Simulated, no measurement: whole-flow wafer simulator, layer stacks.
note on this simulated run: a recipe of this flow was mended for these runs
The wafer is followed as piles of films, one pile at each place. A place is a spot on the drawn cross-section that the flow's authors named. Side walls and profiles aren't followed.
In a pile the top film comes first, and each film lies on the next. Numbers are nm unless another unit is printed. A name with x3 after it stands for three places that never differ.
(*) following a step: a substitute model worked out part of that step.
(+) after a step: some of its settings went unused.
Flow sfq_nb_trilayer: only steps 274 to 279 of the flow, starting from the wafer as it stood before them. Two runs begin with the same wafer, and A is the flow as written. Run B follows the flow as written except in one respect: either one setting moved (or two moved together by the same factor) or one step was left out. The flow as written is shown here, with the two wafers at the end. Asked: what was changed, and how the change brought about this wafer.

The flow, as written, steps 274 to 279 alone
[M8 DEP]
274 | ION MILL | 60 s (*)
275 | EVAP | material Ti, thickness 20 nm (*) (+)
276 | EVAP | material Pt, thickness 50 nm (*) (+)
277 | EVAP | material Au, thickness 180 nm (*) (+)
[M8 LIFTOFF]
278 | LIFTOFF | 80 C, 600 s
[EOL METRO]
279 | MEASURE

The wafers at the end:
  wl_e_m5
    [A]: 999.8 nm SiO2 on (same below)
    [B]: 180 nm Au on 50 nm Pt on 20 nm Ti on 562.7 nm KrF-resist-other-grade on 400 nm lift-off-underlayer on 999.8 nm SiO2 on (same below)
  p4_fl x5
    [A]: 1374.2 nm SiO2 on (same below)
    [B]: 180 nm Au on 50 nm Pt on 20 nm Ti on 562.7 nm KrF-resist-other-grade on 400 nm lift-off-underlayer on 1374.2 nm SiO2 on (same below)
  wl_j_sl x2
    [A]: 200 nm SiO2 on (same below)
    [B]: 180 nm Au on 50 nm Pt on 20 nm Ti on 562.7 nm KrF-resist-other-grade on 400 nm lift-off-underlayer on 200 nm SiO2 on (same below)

Cause: step 278, LIFTOFF: 80 C, 600 s, was omitted.

How this came from the change, step by step:
  (no step that both runs have acts differently)
If metal films that touch count as one body, wl_e_m5 has 7 bodies (between them, from the top down: KrF-resist-other-grade 562.7 / lift-off-underlayer 400 / SiO2 999.8 / Al2O3 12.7 / Nb2O5 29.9; SiO2 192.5; SiO2 192.5; SiO2 192.5; SiO2 192.5; SiO2 192.5); the flow as written gives 6 bodies (between them, from the top down: SiO2 192.5; SiO2 192.5; SiO2 192.5; SiO2 192.5; SiO2 192.5).
If metal films that touch count as one body, p4_fl x5 has 3 bodies (between them, from the top down: KrF-resist-other-grade 562.7 / lift-off-underlayer 400 / SiO2 1374.2; SiO2 1370); the flow as written gives 2 bodies (between them, from the top down: SiO2 1370).
If metal films that touch count as one body, wl_j_sl x2 has 9 bodies (between them, from the top down: KrF-resist-other-grade 562.7 / lift-off-underlayer 400 / SiO2 200; SiO2 192.5; SiO2 207.3 / Al2O3 12.7 / Nb2O5 29.9; SiO2 192.5; SiO2 192.5; SiO2 192.5; SiO2 192.5; SiO2 192.5); the flow as written gives 8 bodies (between them, from the top down: SiO2 192.5; SiO2 207.3 / Al2O3 12.7 / Nb2O5 29.9; SiO2 192.5; SiO2 192.5; SiO2 192.5; SiO2 192.5; SiO2 192.5).
